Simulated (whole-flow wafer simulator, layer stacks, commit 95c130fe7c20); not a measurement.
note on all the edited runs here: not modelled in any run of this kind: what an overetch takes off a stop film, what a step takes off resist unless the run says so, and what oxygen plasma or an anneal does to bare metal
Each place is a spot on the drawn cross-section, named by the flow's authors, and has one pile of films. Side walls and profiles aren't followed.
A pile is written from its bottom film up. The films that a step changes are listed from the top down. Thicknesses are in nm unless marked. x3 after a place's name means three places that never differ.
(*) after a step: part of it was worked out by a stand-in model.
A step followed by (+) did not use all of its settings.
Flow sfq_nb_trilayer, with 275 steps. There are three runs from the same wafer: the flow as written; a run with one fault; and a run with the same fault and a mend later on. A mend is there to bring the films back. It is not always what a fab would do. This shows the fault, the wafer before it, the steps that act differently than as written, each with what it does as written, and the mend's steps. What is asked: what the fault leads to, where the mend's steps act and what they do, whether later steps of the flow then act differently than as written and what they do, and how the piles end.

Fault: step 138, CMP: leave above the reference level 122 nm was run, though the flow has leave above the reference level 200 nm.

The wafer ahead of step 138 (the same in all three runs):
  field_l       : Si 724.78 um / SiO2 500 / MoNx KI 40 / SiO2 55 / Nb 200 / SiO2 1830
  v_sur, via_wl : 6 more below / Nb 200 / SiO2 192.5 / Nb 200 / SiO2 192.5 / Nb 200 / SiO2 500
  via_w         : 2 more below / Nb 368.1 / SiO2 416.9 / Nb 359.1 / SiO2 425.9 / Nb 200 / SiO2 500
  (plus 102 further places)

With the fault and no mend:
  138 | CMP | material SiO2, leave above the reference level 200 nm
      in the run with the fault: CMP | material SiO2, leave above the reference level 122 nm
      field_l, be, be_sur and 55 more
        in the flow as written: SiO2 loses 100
        in the run with the fault: SiO2 loses 178
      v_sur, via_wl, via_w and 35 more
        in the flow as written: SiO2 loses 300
        in the run with the fault: SiO2 loses 378
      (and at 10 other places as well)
  Steps later in the flow that act otherwise than as written (4 more steps, not shown, differ only slightly: by at most 2% or 0.5 nm, whichever is larger):
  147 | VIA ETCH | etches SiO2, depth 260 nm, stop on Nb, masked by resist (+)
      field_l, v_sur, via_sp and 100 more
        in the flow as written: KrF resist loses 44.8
        in the run with the fault: KrF resist loses 31.5
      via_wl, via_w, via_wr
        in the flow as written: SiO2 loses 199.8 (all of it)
        in the run with the fault: SiO2 loses 121.8 (all of it)
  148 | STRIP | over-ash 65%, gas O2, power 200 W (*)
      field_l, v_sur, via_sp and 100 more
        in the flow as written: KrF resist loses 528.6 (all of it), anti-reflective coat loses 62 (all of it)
        in the run with the fault: KrF resist loses 541.9 (all of it), anti-reflective coat loses 62 (all of it)
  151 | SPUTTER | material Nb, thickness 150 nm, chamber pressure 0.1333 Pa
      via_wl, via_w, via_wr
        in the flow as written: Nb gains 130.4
        in the run with the fault: Nb gains 139.5
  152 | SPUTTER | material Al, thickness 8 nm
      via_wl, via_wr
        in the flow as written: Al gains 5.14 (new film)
        in the run with the fault: Al gains 6.07 (new film)
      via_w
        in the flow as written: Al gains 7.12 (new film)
        in the run with the fault: Al gains 7.8 (new film)
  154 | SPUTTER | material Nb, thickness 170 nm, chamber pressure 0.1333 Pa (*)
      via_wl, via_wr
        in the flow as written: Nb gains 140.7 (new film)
        in the run with the fault: Nb gains 124.4 (new film)
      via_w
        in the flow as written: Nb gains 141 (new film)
        in the run with the fault: Nb gains 166.2 (new film)
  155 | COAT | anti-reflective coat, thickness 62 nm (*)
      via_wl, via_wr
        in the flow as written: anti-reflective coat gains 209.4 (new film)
        in the run with the fault: anti-reflective coat gains 182.5 (new film)
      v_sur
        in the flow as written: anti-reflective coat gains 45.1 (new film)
        in the run with the fault: anti-reflective coat gains 49 (new film)
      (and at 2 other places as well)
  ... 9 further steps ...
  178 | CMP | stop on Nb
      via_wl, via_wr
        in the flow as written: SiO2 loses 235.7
        in the run with the fault: SiO2 loses 322.6
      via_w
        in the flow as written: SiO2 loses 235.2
        in the run with the fault: SiO2 loses 322.1
  At field_l, v_sur, via_wl and 103 more, the piles at the end differ from the flow's by more than 2% or 0.5 nm, whichever is larger.
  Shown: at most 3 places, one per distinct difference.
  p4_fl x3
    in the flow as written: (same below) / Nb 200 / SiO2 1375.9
    in the run with the fault: (same below) / Nb 200 / SiO2 1297.9
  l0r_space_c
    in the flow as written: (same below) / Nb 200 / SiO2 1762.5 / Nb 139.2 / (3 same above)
    in the run with the fault: (same below) / Nb 200 / SiO2 1684.5 / Nb 139.2 / (3 same above)
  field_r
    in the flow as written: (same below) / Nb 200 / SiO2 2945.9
    in the run with the fault: (same below) / Nb 200 / SiO2 2867.9

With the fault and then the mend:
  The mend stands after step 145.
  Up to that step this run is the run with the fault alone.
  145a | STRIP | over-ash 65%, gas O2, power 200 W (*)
      field_l, v_sur, via_sp and 100 more
        KrF resist loses 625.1 (all of it), anti-reflective coat loses 62 (all of it)
      via_wl, via_w, via_wr
        anti-reflective coat loses 62 (all of it)
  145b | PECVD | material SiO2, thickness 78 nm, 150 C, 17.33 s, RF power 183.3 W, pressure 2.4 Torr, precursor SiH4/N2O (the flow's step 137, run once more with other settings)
      field_l, v_sur, via_wl and 103 more
        SiO2 gains 78
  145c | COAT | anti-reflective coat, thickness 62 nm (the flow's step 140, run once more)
      field_l, v_sur, via_wl and 103 more
        anti-reflective coat gains 62 (new film)
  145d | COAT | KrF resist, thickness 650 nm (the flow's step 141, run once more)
      field_l, v_sur, via_wl and 103 more
        KrF resist gains 650 (new film)
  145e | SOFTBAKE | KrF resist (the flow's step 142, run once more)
      does not change any film at any place that is followed
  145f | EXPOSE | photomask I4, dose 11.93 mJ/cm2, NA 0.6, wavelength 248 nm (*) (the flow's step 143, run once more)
      does not change any film at any place that is followed
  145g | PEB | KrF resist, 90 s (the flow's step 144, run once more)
      field_l, v_sur, via_wl and 103 more
        KrF resist loses 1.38
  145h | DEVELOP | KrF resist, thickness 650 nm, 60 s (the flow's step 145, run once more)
      field_l, v_sur, via_sp and 100 more
        KrF resist loses 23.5
      via_wl, via_w, via_wr
        KrF resist loses 648.6 (all of it)
  Every later step of the flow that is run acts as written, at every place that is followed, to within 2% or 0.5 nm, whichever is larger.
  By the end, the piles equal the flow's at every place that both follow.
